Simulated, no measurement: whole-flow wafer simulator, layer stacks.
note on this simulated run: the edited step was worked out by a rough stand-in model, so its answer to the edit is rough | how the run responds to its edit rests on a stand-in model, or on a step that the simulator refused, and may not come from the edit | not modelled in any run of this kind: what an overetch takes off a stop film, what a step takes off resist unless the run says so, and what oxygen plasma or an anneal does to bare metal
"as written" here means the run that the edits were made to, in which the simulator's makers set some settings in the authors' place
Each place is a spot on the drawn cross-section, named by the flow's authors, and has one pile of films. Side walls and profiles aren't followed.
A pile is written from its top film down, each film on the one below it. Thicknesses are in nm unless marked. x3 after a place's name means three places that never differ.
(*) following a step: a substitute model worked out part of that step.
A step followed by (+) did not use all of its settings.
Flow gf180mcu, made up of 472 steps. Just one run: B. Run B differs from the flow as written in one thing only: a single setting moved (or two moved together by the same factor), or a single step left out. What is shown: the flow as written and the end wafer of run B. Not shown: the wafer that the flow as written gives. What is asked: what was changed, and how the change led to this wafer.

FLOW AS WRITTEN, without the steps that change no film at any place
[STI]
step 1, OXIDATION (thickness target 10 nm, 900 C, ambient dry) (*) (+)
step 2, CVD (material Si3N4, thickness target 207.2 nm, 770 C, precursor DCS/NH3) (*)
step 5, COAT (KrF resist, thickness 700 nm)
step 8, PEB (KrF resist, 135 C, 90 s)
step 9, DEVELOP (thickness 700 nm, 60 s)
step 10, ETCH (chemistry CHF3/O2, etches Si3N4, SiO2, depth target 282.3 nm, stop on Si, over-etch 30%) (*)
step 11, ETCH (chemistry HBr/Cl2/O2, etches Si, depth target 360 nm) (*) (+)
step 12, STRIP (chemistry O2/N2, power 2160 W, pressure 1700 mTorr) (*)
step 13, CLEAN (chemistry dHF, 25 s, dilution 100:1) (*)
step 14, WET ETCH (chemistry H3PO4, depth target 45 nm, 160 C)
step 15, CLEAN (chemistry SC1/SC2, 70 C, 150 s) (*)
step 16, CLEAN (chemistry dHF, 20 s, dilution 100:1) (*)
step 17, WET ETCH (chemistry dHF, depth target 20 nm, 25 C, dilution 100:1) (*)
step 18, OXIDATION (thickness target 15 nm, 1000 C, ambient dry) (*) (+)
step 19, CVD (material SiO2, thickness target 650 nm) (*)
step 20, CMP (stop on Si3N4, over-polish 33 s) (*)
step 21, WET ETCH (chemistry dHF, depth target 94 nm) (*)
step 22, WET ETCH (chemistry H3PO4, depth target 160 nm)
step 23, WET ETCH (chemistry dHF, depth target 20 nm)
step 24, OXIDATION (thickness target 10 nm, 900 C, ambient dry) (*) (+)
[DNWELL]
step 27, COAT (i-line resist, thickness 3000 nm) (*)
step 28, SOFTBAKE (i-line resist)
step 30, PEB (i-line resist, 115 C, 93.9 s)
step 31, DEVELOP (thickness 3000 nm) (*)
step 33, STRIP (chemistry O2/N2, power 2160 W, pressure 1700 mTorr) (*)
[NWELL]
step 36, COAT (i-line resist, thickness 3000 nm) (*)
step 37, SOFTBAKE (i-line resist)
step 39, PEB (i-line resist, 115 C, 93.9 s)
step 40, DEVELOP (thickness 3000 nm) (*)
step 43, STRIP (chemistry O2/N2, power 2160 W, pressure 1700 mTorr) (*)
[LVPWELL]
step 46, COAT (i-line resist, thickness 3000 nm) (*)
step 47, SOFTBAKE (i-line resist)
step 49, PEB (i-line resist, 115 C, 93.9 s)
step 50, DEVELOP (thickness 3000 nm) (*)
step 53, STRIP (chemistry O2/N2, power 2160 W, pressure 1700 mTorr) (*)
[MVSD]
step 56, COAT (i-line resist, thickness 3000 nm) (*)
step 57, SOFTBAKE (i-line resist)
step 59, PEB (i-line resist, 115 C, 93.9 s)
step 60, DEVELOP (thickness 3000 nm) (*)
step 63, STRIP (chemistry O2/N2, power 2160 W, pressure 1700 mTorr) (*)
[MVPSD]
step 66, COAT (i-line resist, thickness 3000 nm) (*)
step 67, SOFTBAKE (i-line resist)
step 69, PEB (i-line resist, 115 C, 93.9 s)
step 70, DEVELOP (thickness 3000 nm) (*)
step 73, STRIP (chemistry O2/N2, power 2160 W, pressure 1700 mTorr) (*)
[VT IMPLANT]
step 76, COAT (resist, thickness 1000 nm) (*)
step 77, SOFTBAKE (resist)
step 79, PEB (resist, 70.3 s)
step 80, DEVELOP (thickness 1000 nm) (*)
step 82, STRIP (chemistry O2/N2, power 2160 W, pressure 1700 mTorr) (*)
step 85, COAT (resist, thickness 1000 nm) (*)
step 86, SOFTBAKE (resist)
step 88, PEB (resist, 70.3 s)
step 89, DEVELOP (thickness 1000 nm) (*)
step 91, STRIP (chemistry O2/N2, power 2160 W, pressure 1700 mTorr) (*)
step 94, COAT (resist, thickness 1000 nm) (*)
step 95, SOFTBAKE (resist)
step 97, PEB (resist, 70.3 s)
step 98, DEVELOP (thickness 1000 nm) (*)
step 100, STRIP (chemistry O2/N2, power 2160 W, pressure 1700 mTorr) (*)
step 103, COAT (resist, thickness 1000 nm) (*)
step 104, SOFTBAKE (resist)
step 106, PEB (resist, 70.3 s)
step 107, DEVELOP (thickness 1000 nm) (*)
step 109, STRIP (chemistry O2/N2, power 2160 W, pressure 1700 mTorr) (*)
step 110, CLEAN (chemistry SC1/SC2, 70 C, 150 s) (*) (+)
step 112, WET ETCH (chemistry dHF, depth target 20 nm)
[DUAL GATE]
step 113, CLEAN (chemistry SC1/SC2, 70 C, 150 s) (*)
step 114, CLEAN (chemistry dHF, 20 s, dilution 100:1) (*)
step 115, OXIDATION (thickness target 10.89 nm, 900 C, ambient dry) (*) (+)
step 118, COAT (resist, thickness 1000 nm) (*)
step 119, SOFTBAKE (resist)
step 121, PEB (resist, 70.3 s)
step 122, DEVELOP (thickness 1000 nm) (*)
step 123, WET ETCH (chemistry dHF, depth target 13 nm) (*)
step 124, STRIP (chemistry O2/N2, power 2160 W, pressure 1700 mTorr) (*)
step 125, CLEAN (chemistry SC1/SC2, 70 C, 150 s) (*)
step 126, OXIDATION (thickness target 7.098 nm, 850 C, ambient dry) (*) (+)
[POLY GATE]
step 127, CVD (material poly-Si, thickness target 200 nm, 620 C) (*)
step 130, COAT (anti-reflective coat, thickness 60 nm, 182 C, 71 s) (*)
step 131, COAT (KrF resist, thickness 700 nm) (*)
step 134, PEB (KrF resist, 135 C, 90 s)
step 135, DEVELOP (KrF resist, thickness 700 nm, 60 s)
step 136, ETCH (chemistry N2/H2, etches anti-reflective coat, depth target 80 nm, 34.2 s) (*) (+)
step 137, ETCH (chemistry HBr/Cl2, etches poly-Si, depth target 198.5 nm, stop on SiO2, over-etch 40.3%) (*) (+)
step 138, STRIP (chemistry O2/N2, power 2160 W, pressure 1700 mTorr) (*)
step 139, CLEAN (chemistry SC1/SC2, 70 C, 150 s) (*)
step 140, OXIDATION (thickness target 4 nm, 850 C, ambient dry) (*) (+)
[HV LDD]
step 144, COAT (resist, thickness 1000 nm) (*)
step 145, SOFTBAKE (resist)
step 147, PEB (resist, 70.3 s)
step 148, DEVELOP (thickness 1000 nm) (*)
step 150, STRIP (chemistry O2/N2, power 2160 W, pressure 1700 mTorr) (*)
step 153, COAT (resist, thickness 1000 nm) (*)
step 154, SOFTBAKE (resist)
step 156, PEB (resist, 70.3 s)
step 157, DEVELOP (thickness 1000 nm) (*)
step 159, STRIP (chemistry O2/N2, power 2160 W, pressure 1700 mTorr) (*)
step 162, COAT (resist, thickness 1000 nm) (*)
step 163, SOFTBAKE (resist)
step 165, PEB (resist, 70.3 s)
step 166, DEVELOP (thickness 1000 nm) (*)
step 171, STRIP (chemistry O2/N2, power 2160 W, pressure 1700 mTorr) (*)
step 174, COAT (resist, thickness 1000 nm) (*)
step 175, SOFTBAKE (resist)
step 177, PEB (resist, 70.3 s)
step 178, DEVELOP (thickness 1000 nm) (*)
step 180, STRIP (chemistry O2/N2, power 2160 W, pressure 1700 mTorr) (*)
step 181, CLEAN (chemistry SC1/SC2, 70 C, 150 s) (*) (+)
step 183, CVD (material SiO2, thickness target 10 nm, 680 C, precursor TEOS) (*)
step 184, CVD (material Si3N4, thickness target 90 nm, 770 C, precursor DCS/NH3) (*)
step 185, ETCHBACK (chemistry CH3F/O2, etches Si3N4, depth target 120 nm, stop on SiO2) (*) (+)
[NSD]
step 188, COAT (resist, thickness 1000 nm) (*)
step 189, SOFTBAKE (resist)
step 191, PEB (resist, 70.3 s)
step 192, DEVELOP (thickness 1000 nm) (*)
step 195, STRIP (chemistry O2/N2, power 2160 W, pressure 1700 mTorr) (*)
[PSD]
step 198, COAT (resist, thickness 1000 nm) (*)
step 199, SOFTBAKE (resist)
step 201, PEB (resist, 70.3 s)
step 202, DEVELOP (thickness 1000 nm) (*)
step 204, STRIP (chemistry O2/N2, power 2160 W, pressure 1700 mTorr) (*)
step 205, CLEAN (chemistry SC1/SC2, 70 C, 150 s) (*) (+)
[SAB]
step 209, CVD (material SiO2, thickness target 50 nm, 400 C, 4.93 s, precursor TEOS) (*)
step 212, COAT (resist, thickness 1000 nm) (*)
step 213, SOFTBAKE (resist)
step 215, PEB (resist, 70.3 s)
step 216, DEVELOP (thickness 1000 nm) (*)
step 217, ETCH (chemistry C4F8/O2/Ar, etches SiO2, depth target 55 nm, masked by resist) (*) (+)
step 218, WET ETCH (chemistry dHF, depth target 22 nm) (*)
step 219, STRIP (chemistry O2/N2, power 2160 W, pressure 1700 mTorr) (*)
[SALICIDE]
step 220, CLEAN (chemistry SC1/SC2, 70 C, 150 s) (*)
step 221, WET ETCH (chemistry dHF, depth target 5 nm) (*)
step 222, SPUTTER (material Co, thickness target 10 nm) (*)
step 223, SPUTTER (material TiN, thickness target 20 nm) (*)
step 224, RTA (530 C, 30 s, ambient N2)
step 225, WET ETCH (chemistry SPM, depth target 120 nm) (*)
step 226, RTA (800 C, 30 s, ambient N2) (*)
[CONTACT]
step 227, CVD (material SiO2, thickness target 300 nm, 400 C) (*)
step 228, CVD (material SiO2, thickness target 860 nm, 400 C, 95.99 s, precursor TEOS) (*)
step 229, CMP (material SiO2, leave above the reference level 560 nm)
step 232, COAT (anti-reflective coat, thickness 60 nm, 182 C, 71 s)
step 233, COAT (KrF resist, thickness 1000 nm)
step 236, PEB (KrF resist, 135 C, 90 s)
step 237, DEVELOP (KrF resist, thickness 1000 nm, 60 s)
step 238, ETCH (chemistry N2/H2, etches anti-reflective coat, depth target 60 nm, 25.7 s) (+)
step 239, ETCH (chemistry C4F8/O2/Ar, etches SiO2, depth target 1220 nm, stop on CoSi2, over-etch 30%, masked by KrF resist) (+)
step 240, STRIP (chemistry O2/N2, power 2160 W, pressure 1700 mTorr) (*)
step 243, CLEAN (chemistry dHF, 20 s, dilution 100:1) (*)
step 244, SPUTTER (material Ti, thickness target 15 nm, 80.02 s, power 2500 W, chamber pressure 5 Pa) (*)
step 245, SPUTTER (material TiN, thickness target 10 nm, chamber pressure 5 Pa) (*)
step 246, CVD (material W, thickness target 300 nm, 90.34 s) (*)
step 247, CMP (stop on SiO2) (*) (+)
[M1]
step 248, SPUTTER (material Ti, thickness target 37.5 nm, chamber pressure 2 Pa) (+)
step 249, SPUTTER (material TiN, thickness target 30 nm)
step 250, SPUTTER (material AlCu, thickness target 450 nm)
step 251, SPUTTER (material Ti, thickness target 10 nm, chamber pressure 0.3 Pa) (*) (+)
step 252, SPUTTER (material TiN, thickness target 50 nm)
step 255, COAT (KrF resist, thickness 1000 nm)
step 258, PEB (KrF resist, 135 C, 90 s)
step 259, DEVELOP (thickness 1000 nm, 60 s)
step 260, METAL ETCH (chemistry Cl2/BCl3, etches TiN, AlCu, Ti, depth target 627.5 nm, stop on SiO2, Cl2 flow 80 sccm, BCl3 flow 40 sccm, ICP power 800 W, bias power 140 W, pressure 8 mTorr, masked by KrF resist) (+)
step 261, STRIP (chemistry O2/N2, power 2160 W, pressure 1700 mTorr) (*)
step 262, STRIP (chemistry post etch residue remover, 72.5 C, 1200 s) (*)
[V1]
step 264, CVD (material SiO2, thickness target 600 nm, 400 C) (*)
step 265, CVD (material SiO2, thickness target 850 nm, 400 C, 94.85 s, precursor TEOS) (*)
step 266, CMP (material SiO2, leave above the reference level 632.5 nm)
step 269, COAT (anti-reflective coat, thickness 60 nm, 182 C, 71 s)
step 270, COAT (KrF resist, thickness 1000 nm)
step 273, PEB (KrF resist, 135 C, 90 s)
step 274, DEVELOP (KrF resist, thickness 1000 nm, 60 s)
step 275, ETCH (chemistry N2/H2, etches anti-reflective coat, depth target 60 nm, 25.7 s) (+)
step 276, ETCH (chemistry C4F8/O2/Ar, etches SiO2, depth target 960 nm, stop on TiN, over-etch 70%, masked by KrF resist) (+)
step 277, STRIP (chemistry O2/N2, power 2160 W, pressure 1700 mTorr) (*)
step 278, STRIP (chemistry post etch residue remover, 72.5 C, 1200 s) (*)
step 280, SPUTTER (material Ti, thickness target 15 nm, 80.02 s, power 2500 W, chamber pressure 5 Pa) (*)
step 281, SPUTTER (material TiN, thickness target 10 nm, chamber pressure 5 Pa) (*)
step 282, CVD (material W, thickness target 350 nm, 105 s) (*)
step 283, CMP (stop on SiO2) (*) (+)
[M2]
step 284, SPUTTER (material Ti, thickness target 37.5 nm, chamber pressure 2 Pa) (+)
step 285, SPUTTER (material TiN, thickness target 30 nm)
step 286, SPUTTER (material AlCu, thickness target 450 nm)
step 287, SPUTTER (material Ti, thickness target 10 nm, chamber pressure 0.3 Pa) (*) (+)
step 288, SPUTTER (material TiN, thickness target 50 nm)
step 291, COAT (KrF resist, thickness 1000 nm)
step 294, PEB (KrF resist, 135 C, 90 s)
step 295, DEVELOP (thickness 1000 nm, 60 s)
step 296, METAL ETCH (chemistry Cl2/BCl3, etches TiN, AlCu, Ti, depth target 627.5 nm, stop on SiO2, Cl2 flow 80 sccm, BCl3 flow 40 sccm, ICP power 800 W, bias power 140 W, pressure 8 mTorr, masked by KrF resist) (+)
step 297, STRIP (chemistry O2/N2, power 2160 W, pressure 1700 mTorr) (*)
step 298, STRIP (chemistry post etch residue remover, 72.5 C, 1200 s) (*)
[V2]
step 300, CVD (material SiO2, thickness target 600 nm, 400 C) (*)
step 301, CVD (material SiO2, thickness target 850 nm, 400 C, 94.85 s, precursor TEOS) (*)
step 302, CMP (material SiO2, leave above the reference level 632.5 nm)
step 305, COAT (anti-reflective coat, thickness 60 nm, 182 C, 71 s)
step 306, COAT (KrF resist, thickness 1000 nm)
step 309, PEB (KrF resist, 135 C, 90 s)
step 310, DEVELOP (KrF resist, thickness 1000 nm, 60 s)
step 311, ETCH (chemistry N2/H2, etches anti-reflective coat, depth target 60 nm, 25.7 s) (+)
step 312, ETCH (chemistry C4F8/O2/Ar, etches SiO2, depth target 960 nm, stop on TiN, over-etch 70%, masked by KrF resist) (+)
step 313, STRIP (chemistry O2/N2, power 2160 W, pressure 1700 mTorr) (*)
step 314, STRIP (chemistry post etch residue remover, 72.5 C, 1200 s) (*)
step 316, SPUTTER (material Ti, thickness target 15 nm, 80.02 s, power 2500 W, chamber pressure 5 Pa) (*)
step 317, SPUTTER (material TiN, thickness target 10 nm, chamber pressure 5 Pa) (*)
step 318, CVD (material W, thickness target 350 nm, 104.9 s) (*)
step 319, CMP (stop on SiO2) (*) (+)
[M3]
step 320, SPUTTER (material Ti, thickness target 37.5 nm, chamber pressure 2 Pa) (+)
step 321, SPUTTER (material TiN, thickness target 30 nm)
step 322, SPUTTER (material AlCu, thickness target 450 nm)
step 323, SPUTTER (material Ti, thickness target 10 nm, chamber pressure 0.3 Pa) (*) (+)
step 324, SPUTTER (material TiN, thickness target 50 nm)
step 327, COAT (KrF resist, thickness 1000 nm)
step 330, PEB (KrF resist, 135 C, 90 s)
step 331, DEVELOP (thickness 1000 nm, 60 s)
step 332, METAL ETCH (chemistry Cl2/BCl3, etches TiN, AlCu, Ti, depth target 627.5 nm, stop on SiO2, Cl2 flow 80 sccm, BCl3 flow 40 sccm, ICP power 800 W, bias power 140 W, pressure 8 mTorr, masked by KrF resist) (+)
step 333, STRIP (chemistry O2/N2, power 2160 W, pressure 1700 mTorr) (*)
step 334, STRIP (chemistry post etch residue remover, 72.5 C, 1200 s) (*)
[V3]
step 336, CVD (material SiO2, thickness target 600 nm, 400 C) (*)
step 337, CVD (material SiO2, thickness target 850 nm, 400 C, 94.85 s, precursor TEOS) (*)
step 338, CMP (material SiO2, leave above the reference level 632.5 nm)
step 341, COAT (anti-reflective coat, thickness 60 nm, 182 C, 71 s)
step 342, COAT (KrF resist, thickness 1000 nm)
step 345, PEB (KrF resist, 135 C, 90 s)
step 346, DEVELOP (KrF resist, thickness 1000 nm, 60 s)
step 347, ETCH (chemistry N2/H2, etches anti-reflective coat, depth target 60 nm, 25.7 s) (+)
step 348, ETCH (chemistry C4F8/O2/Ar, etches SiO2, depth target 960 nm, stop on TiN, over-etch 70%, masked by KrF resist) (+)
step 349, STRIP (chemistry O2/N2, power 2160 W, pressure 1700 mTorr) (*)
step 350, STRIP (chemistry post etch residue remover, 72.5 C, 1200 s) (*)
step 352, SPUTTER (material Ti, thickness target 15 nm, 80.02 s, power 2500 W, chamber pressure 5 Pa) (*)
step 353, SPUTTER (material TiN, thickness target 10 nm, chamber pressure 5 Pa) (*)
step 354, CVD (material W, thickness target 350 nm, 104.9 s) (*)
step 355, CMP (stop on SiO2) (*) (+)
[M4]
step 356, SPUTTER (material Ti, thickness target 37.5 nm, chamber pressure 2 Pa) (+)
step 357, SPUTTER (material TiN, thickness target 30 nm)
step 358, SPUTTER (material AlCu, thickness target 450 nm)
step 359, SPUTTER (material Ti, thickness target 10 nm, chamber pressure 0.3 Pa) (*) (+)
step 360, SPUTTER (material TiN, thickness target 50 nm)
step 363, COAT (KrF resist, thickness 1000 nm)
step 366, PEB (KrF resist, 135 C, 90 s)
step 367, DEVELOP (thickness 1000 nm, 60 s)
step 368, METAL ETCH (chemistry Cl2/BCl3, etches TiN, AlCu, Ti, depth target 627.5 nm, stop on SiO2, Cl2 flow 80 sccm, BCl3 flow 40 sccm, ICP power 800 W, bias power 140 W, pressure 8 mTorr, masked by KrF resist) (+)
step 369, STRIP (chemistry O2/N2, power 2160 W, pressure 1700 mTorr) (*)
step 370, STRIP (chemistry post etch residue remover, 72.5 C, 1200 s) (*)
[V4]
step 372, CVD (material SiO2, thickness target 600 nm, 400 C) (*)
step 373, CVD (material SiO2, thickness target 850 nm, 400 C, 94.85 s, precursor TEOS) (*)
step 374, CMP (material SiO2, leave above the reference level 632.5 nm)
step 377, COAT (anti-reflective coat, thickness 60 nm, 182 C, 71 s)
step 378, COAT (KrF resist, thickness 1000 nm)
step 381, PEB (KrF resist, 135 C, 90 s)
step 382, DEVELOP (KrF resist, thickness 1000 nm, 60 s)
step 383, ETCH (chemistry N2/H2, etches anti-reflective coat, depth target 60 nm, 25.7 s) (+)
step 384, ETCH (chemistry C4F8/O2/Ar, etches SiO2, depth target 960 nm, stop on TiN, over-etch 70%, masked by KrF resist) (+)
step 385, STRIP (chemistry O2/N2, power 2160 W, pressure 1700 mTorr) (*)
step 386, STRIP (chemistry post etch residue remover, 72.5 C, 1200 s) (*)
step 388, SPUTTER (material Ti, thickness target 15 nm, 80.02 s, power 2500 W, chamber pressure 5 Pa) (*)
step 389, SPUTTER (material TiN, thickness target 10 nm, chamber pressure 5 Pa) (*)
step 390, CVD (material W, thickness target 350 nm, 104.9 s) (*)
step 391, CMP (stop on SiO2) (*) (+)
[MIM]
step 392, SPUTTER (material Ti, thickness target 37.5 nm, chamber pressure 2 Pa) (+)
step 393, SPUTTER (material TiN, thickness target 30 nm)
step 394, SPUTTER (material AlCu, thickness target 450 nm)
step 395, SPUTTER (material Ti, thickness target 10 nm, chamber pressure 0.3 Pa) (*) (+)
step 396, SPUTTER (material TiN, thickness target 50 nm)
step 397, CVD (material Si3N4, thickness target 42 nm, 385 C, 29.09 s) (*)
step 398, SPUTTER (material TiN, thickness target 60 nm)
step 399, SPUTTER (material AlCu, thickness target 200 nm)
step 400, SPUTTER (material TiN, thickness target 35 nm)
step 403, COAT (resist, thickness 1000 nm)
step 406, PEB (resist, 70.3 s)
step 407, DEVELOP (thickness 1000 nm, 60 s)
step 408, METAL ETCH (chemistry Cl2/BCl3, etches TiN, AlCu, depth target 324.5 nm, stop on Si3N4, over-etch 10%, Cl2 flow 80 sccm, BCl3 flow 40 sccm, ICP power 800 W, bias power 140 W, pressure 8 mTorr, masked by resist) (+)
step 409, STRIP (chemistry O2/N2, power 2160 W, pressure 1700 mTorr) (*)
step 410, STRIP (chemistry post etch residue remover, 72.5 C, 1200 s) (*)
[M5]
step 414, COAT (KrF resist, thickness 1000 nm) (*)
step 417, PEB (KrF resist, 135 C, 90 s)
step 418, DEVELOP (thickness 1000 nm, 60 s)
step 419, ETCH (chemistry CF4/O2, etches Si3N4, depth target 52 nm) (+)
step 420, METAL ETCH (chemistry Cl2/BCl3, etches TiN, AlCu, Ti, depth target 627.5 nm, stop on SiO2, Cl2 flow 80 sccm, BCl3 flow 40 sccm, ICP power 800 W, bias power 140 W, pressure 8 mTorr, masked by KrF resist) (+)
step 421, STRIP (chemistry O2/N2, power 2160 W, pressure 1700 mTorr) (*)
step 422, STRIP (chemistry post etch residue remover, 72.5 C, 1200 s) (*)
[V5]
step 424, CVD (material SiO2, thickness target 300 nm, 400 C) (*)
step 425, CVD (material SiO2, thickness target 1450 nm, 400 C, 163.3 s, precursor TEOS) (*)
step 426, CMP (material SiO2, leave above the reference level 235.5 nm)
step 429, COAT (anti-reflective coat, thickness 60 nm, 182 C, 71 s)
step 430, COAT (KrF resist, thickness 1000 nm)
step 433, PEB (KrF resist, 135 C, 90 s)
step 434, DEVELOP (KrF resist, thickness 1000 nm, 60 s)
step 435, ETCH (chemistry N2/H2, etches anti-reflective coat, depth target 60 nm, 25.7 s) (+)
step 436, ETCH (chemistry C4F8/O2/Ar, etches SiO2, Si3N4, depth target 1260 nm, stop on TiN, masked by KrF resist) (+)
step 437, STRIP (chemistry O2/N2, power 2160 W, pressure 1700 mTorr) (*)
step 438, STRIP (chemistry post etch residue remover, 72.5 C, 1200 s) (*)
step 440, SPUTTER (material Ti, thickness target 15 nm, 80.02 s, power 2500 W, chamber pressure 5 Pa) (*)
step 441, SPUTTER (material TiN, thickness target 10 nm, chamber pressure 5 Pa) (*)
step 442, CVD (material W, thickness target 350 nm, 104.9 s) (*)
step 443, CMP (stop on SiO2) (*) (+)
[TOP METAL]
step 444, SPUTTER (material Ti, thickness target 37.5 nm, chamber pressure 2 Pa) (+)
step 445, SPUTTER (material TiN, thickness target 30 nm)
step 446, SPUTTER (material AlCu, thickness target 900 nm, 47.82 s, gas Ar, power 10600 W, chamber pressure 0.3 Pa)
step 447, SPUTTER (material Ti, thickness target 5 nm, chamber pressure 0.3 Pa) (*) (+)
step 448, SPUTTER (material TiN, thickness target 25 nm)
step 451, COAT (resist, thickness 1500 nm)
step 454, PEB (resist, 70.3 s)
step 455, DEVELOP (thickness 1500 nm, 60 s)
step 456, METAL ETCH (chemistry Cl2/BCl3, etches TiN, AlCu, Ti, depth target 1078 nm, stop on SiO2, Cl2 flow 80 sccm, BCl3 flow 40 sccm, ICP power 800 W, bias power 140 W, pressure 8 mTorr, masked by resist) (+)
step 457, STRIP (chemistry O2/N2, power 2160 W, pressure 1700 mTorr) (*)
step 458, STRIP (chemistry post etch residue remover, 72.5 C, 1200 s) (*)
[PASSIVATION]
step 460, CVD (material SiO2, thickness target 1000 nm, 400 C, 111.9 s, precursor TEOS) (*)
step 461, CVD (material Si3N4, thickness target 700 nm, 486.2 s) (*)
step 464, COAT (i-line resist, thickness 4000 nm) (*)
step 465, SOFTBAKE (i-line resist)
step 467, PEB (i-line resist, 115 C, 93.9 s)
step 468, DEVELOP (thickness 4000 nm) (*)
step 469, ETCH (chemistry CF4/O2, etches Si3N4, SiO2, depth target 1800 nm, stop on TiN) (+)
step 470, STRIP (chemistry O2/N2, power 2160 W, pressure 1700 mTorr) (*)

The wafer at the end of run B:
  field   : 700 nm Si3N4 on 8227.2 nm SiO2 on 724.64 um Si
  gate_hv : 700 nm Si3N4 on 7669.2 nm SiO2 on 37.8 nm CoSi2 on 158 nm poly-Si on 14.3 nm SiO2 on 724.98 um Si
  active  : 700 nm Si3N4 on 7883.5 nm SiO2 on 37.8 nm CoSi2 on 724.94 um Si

The reason: step 222, SPUTTER: thickness target 10.8 nm was run, though the flow has thickness target 10 nm.

Step by step, how the change led to this:
  step 222, SPUTTER (material Co, thickness target 10 nm) (*)
      field, field__w7, field__w8 and 72 more: +10.8 Co (new film) (in the flow as written it would be: +10 Co (new film))
      field__w6, field_sub, field_sub__w2: +10.7 Co (new film) (in the flow as written it would be: +9.95 Co (new film))
      (as well as at 30 more places)
  step 223, SPUTTER (material TiN, thickness target 20 nm) (*)
      field__w12: +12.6 TiN (new film) (in the flow as written it would be: +12 TiN (new film))
  step 224, RTA (530 C, 30 s, ambient N2)
      gate, gate_hv, gate_p and 22 more: under 1 film: +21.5 CoSi (new film), -10.8 Co (all of it), -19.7 poly-Si (in the flow as written it would be: under 1 film: +19.9 CoSi (new film), -10 Co (all of it), -18.2 poly-Si)
      active, p_well, sd_n and 11 more: under 1 film: +21.5 CoSi (new film), -10.8 Co (all of it), -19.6 Si (in the flow as written it would be: under 1 film: +19.9 CoSi (new film), -10 Co (all of it), -18.1 Si)
      (as well as at 10 more places)
  step 225, WET ETCH (chemistry SPM, depth target 120 nm) (*)
      field, field__w7, field__w8 and 32 more: -20 TiN (all of it), -10.8 Co (all of it) (in the flow as written it would be: -20 TiN (all of it), -10 Co (all of it))
      field__w9, nw_enc_fld_lv__w3: -19.1 TiN (all of it), -10.4 Co (all of it) (in the flow as written it would be: -19.1 TiN (all of it), -9.6 Co (all of it))
      (as well as at 23 more places)
  step 226, RTA (800 C, 30 s, ambient N2) (*)
      gate, gate_hv, gate_p and 22 more: +37.8 CoSi2 (new film), -21.5 CoSi (all of it), -19.7 poly-Si (in the flow as written it would be: +35 CoSi2 (new film), -19.9 CoSi (all of it), -18.2 poly-Si)
      active, p_well, sd_n and 11 more: +37.8 CoSi2 (new film), -21.5 CoSi (all of it), -19.6 Si (in the flow as written it would be: +35 CoSi2 (new film), -19.9 CoSi (all of it), -18.1 Si)
      (as well as at 10 more places)
